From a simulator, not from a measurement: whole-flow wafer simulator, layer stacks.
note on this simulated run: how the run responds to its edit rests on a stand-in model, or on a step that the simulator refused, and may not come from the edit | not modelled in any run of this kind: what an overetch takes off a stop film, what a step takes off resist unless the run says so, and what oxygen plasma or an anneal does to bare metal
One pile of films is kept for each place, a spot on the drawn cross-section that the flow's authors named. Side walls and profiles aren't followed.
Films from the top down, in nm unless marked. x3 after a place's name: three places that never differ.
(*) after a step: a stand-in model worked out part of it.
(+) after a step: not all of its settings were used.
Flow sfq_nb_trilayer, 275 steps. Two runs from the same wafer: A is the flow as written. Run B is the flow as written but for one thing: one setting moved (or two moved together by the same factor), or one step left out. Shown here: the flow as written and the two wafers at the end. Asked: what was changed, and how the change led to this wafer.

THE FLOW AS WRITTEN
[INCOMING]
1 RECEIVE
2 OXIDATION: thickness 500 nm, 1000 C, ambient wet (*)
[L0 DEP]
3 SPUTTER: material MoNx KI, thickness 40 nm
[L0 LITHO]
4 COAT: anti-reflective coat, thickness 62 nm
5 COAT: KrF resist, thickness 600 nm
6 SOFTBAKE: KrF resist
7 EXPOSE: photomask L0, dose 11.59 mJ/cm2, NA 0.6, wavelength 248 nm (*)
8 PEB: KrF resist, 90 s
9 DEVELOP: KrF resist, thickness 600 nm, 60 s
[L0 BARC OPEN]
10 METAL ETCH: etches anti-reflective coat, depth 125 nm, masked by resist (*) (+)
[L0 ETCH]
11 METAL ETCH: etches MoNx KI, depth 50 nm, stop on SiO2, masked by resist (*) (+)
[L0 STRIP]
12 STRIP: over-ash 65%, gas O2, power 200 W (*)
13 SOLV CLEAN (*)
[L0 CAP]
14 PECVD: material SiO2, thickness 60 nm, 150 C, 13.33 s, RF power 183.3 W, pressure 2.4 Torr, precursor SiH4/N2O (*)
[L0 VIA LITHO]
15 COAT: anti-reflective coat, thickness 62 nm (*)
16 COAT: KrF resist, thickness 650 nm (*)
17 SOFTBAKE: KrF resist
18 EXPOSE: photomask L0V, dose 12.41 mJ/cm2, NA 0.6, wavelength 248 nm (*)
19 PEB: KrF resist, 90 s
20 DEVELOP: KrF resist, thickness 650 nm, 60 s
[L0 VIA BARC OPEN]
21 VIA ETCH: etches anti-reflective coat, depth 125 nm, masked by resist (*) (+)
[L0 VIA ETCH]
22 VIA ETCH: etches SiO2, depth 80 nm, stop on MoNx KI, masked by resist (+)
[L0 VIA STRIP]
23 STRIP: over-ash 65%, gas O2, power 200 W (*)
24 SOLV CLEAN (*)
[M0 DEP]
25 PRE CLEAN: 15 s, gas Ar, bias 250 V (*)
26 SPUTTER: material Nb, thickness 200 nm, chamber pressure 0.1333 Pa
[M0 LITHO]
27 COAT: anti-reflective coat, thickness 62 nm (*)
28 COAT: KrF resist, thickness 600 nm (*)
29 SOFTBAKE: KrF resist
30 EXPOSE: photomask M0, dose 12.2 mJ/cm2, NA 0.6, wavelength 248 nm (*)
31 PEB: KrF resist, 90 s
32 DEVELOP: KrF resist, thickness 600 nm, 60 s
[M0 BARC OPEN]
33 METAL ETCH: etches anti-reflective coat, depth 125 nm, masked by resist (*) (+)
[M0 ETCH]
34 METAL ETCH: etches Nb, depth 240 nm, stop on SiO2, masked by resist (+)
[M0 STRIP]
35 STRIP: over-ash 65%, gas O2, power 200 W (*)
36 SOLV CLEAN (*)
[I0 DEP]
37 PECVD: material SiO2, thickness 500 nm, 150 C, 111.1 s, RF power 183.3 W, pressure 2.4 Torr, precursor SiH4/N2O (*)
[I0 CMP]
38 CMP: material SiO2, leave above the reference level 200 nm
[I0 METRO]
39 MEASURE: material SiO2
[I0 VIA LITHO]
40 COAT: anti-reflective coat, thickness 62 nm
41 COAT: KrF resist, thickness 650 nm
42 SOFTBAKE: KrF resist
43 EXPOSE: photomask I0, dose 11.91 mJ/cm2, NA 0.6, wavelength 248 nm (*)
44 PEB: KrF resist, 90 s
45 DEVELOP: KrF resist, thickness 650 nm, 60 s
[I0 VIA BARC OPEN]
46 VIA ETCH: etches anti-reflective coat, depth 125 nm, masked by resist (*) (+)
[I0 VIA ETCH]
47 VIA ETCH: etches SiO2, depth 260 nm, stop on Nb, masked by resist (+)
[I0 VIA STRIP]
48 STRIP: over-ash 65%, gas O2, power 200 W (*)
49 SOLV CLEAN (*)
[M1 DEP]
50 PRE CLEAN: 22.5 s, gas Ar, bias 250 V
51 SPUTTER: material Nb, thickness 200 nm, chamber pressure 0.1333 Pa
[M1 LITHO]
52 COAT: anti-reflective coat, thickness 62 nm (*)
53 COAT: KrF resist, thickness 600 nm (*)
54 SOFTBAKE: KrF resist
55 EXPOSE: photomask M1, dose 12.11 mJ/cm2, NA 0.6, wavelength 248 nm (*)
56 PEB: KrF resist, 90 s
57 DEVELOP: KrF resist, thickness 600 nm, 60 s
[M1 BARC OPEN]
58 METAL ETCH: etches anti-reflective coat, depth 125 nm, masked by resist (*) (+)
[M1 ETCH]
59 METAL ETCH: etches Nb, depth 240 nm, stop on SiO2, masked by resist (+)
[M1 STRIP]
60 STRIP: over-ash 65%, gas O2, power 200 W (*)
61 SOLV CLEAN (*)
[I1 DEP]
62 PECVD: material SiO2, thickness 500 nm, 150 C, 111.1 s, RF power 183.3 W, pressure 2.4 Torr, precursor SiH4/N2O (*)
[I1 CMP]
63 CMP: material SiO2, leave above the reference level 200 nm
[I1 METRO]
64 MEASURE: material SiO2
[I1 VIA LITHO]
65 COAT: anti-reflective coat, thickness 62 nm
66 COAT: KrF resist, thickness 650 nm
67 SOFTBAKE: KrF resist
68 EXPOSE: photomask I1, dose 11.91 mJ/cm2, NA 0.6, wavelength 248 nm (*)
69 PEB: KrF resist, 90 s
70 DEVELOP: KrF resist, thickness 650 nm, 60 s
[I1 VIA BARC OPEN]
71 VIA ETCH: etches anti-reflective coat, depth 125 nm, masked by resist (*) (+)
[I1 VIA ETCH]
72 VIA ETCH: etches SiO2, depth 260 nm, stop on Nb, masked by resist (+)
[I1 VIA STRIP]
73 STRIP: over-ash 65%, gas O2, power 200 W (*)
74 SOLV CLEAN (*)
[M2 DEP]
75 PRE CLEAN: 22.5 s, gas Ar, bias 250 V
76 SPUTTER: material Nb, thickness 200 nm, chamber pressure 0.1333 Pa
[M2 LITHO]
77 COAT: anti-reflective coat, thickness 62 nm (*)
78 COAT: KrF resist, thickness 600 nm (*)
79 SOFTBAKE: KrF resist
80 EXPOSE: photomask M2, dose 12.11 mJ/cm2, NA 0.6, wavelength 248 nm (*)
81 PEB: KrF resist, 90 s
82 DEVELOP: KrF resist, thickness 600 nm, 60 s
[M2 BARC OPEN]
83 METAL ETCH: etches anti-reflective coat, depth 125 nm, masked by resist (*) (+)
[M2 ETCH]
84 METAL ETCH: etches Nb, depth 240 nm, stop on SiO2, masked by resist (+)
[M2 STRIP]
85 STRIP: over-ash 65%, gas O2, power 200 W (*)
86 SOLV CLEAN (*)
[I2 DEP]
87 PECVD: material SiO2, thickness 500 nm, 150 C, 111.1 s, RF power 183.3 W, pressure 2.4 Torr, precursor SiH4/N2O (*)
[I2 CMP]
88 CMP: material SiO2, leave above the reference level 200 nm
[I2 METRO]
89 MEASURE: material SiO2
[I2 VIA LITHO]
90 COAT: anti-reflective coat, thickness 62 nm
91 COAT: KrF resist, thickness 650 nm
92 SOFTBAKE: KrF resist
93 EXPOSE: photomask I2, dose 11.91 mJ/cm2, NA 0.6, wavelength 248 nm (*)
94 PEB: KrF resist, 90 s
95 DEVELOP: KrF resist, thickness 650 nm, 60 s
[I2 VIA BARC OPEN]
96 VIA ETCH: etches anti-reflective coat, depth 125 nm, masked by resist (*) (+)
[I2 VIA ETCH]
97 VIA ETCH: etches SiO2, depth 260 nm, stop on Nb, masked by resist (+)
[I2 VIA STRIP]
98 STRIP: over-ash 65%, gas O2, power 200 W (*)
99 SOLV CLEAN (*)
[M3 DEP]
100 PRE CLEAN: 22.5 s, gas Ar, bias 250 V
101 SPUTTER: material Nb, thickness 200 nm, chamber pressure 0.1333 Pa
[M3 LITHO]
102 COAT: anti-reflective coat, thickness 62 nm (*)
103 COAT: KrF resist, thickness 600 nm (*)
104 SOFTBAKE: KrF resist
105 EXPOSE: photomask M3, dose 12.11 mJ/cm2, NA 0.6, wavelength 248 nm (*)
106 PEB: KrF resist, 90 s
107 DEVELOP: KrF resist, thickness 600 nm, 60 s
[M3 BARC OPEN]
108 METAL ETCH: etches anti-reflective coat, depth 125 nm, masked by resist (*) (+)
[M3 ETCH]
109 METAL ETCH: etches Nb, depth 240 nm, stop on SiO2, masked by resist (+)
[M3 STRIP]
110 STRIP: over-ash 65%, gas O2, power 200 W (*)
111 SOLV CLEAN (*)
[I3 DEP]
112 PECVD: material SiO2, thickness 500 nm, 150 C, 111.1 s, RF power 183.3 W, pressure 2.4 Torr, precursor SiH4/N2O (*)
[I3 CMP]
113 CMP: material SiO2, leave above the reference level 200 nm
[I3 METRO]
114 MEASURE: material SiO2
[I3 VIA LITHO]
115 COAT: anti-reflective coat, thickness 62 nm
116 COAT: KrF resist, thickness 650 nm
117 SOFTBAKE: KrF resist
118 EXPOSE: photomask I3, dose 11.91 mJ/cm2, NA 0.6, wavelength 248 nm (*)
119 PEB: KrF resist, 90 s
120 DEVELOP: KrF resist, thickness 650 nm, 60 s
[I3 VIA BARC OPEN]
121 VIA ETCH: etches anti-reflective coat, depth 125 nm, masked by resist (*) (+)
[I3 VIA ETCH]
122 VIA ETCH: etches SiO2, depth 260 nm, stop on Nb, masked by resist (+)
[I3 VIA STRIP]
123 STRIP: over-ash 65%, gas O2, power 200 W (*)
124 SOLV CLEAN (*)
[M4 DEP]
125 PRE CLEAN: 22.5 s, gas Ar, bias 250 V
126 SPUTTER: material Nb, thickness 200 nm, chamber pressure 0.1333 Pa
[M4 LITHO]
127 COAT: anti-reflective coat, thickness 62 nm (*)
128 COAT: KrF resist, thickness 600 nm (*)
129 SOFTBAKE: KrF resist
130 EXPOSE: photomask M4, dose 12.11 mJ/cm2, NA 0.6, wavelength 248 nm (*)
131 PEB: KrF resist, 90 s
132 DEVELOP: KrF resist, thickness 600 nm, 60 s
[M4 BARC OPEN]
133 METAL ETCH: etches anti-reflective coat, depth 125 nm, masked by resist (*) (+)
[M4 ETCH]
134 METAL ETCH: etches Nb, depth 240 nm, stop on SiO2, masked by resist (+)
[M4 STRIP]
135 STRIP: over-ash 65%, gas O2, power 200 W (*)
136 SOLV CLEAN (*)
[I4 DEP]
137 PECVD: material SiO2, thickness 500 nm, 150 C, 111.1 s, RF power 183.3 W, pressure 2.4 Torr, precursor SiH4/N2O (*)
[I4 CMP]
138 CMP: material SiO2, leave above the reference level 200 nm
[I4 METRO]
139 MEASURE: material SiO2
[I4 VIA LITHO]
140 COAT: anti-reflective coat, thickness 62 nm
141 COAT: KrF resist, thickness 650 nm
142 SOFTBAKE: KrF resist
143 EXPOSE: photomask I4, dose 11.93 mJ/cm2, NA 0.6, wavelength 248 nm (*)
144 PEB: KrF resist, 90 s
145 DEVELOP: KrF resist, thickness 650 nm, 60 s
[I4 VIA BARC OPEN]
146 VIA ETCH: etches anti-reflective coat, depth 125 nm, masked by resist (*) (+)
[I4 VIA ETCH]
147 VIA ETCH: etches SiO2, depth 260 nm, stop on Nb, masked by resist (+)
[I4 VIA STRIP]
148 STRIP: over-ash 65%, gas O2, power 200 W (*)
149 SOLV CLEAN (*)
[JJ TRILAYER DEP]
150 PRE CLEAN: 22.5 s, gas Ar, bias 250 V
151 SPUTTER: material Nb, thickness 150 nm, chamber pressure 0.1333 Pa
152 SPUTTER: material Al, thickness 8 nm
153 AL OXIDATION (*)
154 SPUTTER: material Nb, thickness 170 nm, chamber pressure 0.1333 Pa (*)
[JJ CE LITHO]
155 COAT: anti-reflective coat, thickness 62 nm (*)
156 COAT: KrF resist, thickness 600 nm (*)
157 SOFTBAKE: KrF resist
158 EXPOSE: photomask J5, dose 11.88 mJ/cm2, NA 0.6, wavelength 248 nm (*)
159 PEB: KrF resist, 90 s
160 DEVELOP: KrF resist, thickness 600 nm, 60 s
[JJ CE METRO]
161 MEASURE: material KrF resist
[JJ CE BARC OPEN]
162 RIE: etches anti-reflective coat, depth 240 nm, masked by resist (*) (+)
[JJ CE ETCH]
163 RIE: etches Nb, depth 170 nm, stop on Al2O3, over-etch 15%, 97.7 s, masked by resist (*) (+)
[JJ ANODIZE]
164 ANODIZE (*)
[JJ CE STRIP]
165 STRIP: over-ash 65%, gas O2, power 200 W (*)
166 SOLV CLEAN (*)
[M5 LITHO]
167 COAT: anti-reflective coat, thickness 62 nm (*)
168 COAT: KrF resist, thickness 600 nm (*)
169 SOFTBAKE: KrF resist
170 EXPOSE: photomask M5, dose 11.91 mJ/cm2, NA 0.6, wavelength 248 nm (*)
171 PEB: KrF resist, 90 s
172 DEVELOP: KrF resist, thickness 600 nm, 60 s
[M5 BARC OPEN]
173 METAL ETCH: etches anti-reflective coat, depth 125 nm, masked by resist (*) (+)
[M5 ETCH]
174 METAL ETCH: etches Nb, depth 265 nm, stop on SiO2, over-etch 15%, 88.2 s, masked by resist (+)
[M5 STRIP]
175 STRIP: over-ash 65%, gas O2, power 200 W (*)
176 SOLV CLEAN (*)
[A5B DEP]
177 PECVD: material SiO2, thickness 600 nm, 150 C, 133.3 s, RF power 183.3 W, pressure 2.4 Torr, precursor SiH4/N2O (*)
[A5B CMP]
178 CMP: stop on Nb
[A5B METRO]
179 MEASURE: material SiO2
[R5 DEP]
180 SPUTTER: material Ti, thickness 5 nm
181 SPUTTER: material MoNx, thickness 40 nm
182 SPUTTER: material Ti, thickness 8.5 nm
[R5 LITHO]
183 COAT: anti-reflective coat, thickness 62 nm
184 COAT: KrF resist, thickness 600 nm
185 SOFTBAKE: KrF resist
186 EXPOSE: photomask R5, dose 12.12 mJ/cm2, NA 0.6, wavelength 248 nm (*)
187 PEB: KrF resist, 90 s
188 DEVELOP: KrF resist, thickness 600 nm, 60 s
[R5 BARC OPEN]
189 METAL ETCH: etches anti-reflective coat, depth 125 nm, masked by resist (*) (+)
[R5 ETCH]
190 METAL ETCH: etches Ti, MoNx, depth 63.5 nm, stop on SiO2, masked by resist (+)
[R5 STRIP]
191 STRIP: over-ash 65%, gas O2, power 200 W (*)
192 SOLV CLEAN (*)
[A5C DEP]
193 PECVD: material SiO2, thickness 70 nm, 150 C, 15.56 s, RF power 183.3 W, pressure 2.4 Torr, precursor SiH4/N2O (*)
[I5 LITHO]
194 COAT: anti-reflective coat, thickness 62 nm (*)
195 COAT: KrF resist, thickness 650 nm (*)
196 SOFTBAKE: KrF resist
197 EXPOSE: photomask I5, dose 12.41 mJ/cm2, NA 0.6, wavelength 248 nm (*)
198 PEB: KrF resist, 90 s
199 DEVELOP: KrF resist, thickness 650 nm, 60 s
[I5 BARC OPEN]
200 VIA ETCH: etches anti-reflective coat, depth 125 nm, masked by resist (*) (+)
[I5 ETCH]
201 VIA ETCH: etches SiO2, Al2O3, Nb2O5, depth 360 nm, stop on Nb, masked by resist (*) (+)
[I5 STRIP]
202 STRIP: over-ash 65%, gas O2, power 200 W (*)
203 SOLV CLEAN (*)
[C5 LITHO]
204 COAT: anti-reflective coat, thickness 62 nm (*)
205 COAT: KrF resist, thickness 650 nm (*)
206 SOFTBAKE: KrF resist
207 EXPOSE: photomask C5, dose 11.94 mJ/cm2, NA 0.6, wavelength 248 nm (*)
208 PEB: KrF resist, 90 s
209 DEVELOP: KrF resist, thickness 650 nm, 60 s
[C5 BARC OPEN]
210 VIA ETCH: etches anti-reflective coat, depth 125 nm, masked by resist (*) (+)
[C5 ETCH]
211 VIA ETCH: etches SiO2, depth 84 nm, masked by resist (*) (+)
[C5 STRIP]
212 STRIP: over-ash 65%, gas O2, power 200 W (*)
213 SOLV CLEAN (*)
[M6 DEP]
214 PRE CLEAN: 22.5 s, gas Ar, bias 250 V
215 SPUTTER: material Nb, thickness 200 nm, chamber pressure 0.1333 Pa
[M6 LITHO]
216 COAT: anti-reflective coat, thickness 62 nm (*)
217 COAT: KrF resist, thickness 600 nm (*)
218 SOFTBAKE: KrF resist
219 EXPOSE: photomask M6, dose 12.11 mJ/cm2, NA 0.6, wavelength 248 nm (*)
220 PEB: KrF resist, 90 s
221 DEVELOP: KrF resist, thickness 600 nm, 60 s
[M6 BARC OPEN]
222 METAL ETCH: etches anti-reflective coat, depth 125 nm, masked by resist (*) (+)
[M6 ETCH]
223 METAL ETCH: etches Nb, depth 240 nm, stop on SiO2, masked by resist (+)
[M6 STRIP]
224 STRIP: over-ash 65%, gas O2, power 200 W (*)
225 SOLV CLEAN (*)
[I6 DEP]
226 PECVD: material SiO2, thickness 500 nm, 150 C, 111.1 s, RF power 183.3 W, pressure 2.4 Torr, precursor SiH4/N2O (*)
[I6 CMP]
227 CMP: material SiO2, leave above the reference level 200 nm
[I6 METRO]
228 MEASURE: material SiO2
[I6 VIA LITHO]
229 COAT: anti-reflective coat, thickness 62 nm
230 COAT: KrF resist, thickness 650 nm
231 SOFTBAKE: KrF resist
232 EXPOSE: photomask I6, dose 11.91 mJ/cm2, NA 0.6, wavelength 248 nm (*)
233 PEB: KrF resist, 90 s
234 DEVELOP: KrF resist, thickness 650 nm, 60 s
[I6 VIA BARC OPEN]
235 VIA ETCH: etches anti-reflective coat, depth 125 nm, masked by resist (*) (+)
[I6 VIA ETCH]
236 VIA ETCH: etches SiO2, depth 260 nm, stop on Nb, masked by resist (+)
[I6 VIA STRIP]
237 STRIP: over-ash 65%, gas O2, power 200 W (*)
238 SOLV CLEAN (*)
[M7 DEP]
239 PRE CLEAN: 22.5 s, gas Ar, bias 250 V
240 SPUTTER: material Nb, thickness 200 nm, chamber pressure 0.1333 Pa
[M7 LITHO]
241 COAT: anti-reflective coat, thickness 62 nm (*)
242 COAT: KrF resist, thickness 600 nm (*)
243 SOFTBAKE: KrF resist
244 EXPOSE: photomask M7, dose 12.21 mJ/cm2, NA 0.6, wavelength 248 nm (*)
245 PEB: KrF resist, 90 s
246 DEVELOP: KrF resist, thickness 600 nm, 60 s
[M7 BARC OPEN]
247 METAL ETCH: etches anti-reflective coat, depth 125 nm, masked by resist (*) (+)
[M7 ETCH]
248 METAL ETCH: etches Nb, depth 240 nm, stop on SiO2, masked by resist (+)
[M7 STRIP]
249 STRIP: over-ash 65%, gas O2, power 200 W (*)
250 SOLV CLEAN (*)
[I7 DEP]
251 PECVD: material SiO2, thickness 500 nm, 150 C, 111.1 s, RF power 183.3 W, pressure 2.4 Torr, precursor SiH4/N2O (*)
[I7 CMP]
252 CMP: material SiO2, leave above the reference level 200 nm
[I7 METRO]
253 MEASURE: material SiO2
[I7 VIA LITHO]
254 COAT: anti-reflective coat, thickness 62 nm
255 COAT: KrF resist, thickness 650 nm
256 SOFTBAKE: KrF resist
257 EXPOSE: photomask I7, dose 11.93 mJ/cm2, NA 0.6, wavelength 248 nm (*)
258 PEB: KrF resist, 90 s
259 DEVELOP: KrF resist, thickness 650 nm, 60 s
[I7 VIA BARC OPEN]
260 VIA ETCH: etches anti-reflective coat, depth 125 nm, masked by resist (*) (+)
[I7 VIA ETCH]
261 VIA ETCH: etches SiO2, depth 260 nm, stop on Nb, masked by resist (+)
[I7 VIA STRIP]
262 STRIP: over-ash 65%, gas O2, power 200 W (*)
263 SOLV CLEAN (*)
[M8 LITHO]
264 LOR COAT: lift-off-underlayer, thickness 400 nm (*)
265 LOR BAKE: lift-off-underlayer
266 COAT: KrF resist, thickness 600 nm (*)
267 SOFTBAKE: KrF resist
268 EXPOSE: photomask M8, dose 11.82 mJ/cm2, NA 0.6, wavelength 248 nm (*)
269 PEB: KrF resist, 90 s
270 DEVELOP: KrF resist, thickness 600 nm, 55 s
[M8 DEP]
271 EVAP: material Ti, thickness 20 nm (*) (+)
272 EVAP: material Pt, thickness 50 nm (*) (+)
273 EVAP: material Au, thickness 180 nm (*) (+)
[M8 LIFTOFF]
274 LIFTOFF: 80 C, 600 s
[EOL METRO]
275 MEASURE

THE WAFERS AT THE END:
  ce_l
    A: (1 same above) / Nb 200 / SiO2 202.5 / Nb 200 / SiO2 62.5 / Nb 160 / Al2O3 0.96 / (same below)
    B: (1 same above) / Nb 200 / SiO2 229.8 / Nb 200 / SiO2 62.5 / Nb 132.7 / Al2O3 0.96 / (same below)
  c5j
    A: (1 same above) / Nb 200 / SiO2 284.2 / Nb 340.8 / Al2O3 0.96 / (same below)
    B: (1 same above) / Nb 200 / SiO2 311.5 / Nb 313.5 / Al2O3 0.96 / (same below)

The cause: step 190, METAL ETCH: depth 90.8 nm was run, where the flow has depth 63.5 nm.

How the change led to this, step by step:
  190 METAL ETCH: etches Ti, MoNx, depth 63.5 nm, stop on SiO2, masked by resist (+)
      be_r, r_sur, res, r_end, r5r_line_l, r5r_line_c, r5r_line_r: A KrF resist -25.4 | B KrF resist -36.3
      ce_l, c5j, ce_r, wl_jj: A Ti -8.5 (all of it), MoNx -40 (all of it), Ti -5 (all of it), Nb -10 | B Ti -8.5 (all of it), MoNx -40 (all of it), Ti -5 (all of it), Nb -37.3
  191 STRIP: over-ash 65%, gas O2, power 200 W (*)
      be_r, r_sur, res, r_end, r5r_line_l, r5r_line_c, r5r_line_r: A KrF resist -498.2 (all of it), anti-reflective coat -62 (all of it) | B KrF resist -487.2 (all of it), anti-reflective coat -62 (all of it)
  194 COAT: anti-reflective coat, thickness 62 nm (*)
      wl_j_sl, wl_j_sr: A anti-reflective coat +60.2 (new film) | B anti-reflective coat +55.9 (new film)
      jj_sur: A anti-reflective coat +60.8 (new film) | B anti-reflective coat +56.4 (new film)
      (and at 5 more places)
  195 COAT: KrF resist, thickness 650 nm (*)
      c5j: A KrF resist +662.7 (new film) | B KrF resist +676.7 (new film)
  202 STRIP: over-ash 65%, gas O2, power 200 W (*)
      wl_j_sl, wl_j_sr: A KrF resist -333.3 (all of it), anti-reflective coat -60.2 (all of it) | B KrF resist -333.2 (all of it), anti-reflective coat -55.9 (all of it)
      jj_sur: A KrF resist -337.2 (all of it), anti-reflective coat -60.8 (all of it) | B KrF resist -337.5 (all of it), anti-reflective coat -56.4 (all of it)
      (and at 5 more places)
  204 COAT: anti-reflective coat, thickness 62 nm (*)
      wl_j_sl, wl_j_sr: A anti-reflective coat +60.2 (new film) | B anti-reflective coat +55.9 (new film)
      jj_sur: A anti-reflective coat +59.5 (new film) | B anti-reflective coat +55.3 (new film)
      (and at 5 more places)
  205 COAT: KrF resist, thickness 650 nm (*)
      c5j: A KrF resist +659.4 (new film) | B KrF resist +673.6 (new film)
  209 DEVELOP: KrF resist, thickness 650 nm, 60 s
      c5j: A KrF resist -658.1 (all of it) | B KrF resist -672.1 (all of it)
  210 VIA ETCH: etches anti-reflective coat, depth 125 nm, masked by resist (*) (+)
      c5j: A anti-reflective coat -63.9 (all of it), SiO2 -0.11 | B anti-reflective coat -71.4 (all of it), SiO2 -0.07
  212 STRIP: over-ash 65%, gas O2, power 200 W (*)
      wl_j_sl, wl_j_sr: A KrF resist -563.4 (all of it), anti-reflective coat -60.2 (all of it) | B KrF resist -563.3 (all of it), anti-reflective coat -55.9 (all of it)
      jj_sur: A KrF resist -562 (all of it), anti-reflective coat -59.5 (all of it) | B KrF resist -562.1 (all of it), anti-reflective coat -55.3 (all of it)
      (and at 4 more places)
  216 COAT: anti-reflective coat, thickness 62 nm (*)
      wl_j_sl, wl_j_sr: A anti-reflective coat +60.2 (new film) | B anti-reflective coat +56.1 (new film)
      jj_sur: A anti-reflective coat +56.1 (new film) | B anti-reflective coat +51.6 (new film)
      (and at 5 more places)
  217 COAT: KrF resist, thickness 600 nm (*)
      c5j: A KrF resist +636 (new film) | B KrF resist +649.7 (new film)
      wl_jj: A KrF resist +604.7 (new film) | B KrF resist +617.6 (new film)
  224 STRIP: over-ash 65%, gas O2, power 200 W (*)
      wl_j_sl, wl_j_sr: A KrF resist -382.5 (all of it), anti-reflective coat -60.2 (all of it) | B KrF resist -382.2 (all of it), anti-reflective coat -56.1 (all of it)
      jj_sur: A KrF resist -378.5 (all of it), anti-reflective coat -56.1 (all of it) | B KrF resist -378.5 (all of it), anti-reflective coat -51.6 (all of it)
      (and at 5 more places)
  227 CMP: material SiO2, leave above the reference level 200 nm
      ce_l, ce_r, wl_jj: A SiO2 -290 | B SiO2 -262.7
      c5j: A SiO2 -223 | B SiO2 -195.7
